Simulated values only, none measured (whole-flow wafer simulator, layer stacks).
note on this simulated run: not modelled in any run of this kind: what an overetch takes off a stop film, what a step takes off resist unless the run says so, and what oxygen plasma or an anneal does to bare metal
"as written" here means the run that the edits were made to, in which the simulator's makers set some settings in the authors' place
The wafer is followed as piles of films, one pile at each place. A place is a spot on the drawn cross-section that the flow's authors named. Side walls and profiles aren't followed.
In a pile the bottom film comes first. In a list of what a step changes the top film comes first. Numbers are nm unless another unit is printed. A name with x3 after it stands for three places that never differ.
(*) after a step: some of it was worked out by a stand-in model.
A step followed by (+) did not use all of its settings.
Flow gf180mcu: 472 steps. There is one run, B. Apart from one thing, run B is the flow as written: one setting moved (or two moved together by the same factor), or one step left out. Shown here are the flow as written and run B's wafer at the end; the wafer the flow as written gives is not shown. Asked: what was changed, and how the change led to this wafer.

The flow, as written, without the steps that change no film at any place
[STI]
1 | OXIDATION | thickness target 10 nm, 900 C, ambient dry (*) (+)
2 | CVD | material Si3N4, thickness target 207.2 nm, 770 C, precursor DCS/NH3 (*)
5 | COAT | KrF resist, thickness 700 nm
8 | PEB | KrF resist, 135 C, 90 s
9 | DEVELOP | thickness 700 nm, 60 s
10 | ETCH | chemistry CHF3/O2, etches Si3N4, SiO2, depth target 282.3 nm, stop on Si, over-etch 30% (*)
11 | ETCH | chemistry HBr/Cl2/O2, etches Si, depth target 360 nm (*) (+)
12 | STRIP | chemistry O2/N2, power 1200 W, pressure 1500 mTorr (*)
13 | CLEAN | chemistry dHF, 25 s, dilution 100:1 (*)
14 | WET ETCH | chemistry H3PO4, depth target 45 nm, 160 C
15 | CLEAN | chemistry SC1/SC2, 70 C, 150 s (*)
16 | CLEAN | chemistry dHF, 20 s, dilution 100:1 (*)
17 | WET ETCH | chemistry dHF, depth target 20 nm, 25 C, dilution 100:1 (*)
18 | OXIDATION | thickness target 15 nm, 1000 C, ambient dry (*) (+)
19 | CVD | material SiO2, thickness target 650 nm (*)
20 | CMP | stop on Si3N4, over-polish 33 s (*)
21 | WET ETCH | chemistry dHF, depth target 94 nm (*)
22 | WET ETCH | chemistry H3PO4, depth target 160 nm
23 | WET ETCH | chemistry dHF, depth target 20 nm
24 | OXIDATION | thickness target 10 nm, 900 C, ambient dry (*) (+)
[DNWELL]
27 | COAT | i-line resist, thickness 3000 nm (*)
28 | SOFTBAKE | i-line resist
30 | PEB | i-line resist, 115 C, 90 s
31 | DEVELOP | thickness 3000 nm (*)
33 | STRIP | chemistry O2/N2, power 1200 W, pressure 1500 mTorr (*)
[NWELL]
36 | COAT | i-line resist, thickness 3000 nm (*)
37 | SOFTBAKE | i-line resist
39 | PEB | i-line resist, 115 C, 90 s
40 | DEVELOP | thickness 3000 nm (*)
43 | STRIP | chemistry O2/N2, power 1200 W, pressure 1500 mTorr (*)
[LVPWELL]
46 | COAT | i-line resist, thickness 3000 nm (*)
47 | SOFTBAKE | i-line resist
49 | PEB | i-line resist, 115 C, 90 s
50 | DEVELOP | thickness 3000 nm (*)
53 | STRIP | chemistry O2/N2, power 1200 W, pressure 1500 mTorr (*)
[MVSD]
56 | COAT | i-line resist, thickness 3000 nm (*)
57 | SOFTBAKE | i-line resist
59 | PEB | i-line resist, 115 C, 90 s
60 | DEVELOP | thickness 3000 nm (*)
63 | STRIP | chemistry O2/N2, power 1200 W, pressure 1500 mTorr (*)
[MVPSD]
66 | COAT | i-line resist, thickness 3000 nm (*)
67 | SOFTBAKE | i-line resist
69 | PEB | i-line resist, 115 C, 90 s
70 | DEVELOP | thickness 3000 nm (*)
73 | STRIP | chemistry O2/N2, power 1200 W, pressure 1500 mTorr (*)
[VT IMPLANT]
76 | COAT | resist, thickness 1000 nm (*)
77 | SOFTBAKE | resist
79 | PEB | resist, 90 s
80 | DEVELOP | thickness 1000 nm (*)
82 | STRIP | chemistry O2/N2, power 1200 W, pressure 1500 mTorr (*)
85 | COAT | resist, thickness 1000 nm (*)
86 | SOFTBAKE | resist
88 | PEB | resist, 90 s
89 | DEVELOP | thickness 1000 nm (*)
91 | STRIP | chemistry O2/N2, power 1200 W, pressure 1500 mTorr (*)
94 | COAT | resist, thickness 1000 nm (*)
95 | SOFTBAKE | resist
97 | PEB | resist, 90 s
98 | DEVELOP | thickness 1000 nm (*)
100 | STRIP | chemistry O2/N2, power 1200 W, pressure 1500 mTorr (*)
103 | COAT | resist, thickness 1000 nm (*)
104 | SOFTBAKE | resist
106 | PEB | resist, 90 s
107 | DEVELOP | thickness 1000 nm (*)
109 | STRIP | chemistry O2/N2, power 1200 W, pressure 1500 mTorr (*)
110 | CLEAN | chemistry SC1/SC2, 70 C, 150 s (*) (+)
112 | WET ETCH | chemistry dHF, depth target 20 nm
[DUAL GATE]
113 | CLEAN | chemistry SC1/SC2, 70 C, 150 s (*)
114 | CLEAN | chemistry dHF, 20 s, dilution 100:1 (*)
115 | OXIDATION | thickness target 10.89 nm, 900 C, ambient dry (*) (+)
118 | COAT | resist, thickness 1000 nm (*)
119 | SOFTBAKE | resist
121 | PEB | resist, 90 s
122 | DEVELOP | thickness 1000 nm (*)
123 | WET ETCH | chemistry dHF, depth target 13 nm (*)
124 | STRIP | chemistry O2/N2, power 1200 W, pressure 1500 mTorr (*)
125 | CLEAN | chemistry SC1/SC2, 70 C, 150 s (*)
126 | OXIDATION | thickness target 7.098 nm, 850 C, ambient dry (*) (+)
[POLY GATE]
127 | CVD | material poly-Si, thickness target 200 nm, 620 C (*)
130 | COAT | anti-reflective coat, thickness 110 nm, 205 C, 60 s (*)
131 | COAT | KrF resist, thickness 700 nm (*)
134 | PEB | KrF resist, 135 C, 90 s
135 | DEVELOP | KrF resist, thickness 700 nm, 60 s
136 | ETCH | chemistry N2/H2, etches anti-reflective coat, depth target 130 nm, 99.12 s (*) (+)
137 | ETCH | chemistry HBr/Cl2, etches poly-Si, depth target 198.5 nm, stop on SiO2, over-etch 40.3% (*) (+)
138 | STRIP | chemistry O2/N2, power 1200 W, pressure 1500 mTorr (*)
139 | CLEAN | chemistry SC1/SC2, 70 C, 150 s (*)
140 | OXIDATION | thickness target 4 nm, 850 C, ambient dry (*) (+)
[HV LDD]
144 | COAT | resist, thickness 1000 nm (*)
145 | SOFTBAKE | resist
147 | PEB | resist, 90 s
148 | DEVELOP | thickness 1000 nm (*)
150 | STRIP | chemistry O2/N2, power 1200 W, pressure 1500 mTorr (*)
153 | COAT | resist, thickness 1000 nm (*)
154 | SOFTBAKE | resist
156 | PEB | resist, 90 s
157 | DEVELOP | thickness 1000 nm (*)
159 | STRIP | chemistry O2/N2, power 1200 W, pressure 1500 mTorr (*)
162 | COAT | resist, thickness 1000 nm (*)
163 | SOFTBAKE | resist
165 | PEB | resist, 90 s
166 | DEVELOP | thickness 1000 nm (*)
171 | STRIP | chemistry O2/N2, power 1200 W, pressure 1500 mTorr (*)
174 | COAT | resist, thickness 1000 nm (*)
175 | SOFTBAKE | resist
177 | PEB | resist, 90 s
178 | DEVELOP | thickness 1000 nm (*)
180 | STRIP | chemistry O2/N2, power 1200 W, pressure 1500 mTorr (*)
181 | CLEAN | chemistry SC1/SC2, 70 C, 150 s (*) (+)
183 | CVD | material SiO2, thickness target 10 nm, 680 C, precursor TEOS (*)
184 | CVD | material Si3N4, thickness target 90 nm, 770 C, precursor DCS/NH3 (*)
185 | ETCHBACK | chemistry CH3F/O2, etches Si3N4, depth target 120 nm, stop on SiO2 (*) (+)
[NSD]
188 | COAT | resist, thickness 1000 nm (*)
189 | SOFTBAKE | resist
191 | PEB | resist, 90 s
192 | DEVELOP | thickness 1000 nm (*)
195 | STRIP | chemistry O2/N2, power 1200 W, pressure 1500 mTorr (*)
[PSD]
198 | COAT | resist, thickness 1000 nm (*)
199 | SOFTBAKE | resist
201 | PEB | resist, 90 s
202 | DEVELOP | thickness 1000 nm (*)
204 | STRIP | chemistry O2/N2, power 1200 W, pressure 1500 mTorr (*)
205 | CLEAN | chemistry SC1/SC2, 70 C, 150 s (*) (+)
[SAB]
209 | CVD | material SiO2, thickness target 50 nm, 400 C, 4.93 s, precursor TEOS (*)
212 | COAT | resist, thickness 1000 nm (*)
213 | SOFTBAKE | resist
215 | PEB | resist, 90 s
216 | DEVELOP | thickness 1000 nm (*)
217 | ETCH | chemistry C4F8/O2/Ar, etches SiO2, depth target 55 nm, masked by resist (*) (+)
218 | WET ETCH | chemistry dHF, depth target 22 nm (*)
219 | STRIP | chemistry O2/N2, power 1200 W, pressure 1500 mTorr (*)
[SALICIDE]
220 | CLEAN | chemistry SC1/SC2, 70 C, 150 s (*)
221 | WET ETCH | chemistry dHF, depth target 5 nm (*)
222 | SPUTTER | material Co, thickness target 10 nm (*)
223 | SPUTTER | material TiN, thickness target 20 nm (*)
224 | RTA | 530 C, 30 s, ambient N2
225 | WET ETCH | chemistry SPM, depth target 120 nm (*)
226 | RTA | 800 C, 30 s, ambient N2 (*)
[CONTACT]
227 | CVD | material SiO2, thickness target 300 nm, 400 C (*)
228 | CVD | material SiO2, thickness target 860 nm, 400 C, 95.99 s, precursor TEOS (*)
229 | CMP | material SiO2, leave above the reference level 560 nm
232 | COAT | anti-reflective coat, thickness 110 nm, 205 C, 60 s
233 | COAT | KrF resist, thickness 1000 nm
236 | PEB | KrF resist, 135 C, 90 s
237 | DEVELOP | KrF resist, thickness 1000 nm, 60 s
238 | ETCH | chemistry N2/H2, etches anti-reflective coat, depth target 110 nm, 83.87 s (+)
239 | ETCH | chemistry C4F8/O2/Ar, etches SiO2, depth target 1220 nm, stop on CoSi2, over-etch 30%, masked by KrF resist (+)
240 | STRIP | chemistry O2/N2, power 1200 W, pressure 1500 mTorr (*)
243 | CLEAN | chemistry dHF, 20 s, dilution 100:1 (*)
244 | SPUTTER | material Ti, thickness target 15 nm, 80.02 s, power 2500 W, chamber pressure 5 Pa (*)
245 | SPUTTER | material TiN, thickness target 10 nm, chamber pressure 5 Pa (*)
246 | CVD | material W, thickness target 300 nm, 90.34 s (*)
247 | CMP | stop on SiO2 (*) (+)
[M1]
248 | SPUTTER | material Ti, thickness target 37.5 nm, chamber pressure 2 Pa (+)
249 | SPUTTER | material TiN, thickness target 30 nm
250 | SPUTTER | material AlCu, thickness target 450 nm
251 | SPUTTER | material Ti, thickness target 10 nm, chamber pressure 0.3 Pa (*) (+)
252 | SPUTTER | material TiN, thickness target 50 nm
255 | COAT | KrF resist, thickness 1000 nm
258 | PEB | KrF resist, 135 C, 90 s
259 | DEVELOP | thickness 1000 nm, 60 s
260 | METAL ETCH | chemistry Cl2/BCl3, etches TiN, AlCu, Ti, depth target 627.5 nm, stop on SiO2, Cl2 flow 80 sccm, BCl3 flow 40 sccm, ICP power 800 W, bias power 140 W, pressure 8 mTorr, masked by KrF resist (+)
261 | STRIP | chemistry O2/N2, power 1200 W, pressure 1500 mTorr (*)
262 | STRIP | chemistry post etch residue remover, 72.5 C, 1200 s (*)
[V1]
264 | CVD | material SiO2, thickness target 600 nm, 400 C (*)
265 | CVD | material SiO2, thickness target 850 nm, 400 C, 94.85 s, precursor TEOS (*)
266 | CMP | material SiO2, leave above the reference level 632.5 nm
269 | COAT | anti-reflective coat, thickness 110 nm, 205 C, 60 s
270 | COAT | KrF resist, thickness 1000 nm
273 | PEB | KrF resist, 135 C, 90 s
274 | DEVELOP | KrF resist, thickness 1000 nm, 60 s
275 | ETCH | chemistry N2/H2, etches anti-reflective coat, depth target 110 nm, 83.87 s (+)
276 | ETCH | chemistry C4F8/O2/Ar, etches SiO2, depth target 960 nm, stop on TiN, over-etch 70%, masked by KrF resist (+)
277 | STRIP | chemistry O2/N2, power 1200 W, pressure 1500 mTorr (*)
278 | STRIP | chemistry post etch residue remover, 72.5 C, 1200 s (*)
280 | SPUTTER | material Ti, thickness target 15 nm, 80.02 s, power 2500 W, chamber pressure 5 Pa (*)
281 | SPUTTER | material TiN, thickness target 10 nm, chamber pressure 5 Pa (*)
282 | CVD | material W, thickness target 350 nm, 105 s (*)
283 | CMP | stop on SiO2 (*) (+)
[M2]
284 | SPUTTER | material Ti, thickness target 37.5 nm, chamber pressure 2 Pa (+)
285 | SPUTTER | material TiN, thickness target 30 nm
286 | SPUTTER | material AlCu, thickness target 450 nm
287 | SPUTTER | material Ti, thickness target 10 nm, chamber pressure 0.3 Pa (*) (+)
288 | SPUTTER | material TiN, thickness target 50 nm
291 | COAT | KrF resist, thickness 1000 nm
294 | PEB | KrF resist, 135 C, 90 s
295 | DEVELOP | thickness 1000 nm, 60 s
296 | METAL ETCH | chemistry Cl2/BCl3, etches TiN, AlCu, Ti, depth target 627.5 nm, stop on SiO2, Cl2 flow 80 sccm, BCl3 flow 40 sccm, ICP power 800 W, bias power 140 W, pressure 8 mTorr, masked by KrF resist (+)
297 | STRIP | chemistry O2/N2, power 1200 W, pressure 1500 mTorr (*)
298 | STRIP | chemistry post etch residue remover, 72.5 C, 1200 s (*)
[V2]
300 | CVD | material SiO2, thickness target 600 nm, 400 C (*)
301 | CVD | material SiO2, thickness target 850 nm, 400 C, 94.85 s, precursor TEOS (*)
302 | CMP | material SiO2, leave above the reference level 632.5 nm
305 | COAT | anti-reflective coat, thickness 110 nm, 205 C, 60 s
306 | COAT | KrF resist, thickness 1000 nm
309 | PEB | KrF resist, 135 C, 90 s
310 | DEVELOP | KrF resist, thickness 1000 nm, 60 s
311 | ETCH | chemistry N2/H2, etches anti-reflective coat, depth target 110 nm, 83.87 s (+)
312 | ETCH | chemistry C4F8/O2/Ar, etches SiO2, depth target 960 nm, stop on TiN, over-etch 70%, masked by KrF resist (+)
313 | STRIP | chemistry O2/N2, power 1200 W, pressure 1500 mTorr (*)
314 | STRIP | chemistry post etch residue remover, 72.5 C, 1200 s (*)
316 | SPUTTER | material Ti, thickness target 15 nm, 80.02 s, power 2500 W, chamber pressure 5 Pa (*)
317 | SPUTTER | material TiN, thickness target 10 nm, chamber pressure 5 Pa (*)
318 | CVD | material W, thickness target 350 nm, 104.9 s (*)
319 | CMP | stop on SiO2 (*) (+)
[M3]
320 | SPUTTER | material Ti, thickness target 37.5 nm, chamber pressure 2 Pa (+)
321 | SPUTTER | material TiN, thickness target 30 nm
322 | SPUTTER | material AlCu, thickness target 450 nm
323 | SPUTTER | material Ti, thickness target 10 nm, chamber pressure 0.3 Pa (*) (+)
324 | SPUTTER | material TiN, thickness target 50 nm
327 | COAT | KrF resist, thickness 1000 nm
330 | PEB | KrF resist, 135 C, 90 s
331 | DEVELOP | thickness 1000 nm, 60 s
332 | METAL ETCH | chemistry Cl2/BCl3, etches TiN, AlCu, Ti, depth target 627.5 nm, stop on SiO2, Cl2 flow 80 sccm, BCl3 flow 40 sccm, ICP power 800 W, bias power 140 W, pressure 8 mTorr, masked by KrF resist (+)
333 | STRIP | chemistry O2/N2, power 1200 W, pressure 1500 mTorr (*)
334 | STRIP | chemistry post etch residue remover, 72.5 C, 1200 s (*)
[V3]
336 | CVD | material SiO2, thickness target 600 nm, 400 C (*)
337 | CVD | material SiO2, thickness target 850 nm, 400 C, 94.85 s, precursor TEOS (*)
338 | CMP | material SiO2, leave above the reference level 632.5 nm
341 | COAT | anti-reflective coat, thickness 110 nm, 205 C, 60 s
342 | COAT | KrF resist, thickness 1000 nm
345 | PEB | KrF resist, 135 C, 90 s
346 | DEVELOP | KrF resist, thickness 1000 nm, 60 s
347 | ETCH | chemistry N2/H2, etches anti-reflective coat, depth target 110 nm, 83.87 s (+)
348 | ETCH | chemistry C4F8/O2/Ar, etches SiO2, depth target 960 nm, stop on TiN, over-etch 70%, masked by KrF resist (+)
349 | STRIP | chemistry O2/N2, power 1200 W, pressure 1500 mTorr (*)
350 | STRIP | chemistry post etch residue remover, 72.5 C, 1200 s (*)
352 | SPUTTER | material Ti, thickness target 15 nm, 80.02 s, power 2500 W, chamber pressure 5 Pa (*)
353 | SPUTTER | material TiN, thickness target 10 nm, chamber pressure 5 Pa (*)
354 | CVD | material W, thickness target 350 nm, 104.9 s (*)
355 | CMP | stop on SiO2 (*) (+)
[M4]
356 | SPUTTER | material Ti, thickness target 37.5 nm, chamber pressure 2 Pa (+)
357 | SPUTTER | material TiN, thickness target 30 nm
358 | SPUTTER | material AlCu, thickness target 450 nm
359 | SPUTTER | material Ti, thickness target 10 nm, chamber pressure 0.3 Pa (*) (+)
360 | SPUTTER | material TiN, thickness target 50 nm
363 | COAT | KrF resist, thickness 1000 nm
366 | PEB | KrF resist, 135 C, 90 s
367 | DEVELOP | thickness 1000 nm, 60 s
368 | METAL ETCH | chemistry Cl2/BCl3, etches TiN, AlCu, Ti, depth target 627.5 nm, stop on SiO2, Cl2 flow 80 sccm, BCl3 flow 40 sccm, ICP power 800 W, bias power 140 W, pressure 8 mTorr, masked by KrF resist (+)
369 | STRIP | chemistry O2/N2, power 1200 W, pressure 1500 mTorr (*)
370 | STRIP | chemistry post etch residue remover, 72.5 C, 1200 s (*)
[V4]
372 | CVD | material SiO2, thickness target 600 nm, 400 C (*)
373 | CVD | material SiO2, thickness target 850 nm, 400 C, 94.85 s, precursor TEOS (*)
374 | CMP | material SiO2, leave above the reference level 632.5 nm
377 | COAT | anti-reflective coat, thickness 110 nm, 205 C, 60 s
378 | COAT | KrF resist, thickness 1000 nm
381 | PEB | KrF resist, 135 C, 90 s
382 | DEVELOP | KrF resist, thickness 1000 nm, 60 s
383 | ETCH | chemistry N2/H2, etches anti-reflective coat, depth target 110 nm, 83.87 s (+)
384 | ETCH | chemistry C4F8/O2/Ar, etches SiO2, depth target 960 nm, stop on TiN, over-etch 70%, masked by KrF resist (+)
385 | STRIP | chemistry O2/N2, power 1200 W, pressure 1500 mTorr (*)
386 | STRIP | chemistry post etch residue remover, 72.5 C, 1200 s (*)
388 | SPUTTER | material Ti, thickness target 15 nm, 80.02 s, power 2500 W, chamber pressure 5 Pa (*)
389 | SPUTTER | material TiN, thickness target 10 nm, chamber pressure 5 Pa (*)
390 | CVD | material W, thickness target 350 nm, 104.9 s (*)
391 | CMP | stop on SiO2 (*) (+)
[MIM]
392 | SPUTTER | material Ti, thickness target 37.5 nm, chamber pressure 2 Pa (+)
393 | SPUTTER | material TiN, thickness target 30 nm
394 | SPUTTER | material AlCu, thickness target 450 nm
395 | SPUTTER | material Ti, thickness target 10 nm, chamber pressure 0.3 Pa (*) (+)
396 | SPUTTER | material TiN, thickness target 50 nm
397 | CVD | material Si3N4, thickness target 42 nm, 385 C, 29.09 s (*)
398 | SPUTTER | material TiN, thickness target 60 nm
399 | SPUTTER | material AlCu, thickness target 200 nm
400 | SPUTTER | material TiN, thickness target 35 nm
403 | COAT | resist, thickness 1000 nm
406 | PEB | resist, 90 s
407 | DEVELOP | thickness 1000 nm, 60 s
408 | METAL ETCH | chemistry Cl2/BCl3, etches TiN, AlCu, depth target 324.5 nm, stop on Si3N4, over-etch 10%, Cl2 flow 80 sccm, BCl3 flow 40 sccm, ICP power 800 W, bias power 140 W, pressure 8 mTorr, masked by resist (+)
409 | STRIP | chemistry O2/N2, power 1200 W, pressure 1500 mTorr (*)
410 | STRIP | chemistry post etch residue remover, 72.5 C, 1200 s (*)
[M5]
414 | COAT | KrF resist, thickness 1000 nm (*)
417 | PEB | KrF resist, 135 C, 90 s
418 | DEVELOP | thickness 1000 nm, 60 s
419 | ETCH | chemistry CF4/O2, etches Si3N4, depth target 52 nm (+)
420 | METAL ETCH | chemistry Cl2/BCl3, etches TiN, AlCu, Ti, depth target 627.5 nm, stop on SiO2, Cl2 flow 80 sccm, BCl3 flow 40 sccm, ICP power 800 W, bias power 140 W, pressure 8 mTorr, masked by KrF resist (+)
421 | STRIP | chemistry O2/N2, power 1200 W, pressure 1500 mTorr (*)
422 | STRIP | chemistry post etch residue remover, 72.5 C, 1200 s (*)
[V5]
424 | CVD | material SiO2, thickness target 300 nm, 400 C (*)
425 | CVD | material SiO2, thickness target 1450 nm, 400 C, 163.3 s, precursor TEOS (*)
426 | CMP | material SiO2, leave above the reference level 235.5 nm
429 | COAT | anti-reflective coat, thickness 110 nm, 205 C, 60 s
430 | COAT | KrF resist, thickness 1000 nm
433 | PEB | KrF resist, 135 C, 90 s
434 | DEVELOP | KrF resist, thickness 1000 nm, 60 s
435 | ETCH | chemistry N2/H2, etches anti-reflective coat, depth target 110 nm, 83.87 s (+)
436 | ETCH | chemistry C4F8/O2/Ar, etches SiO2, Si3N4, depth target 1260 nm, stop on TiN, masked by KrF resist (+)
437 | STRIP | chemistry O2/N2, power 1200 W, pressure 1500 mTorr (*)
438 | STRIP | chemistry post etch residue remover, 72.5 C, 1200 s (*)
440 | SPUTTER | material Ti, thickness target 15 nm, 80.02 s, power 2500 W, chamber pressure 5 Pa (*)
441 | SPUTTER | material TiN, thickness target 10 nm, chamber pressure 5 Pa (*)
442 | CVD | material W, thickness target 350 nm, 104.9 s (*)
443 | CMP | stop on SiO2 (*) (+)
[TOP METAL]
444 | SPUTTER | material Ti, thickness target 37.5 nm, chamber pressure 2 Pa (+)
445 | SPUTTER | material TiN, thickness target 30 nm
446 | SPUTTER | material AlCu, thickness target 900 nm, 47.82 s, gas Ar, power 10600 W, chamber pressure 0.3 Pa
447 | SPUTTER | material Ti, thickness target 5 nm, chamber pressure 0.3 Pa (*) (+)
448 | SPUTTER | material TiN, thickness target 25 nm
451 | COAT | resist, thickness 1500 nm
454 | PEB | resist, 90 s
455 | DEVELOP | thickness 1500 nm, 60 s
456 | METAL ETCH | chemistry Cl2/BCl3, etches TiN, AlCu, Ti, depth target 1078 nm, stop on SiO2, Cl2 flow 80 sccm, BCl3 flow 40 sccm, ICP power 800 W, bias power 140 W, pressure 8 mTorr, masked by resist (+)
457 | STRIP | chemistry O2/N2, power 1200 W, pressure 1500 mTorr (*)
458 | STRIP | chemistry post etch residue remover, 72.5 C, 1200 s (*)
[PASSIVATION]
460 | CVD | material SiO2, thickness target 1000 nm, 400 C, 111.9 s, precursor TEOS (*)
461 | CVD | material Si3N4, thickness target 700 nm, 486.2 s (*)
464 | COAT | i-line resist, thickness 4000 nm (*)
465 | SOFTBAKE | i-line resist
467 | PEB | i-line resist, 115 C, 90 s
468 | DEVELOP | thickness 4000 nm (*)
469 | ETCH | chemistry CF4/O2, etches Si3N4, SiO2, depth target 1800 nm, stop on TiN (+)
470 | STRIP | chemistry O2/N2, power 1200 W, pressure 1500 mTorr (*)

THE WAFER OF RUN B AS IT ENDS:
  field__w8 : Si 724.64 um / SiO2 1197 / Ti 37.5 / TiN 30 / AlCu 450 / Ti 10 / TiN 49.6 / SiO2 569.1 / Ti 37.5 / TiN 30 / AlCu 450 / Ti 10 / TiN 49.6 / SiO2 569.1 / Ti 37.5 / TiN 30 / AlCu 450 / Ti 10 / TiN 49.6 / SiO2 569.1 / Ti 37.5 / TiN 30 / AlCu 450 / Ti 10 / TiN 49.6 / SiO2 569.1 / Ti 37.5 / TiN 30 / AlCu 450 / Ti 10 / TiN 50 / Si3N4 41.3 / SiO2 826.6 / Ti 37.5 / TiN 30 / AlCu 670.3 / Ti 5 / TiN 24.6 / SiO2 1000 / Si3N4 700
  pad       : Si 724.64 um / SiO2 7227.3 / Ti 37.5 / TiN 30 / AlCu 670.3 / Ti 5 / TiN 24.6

Cause: step 446, SPUTTER: 35.87 s was run, while the flow as written has 47.82 s.

Step by step, how the change led to this:
  446 | SPUTTER | material AlCu, thickness target 900 nm, 47.82 s, gas Ar, power 10600 W, chamber pressure 0.3 Pa
      field, field__w1, field__w2 and 109 more: AlCu gains 670.3 (new film) (it would be, as written: AlCu gains 900 (new film))
  456 | METAL ETCH | chemistry Cl2/BCl3, etches TiN, AlCu, Ti, depth target 1078 nm, stop on SiO2, Cl2 flow 80 sccm, BCl3 flow 40 sccm, ICP power 800 W, bias power 140 W, pressure 8 mTorr, masked by resist (+)
      field, field__w1, field__w2 and 103 more: TiN loses 25 (all of it), Ti loses 5 (all of it), AlCu loses 670.3 (all of it), TiN loses 30 (all of it), Ti loses 37.5 (all of it) (it would be, as written: TiN loses 25 (all of it), Ti loses 5 (all of it), AlCu loses 900 (all of it), TiN loses 30 (all of it), Ti loses 37.5 (all of it))
  464 | COAT | i-line resist, thickness 4000 nm (*)
      field__w8: i-line resist gains 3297 (new film) (it would be, as written: i-line resist gains 3093.1 (new film))
      contact: i-line resist gains 3336.6 (new film) (it would be, as written: i-line resist gains 3153.6 (new film))
      (also at 4 further places)
  465 | SOFTBAKE | i-line resist
      field__w5, field__w9: i-line resist gains 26 (it would be, as written: i-line resist gains 37.3)
      field__w11, field__w13: i-line resist gains 26.1 (it would be, as written: i-line resist gains 37.9)
      (also at 65 further places)
  467 | PEB | i-line resist, 115 C, 90 s
      field__w8, m1__w1: i-line resist loses 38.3 (it would be, as written: i-line resist loses 34.7)
      contact, m1: i-line resist loses 38.6 (it would be, as written: i-line resist loses 35.1)
      (also at 2 further places)
  468 | DEVELOP | thickness 4000 nm (*)
      pad: i-line resist loses 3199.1 (all of it) (it would be, as written: i-line resist loses 2974.8 (all of it))
  470 | STRIP | chemistry O2/N2, power 1200 W, pressure 1500 mTorr (*)
      field__w8, m1__w1: i-line resist loses 2009.1 (all of it) (it would be, as written: i-line resist loses 1787.7 (all of it))
      contact: i-line resist loses 2024.9 (all of it) (it would be, as written: i-line resist loses 1811.2 (all of it))
      (also at 2 further places)
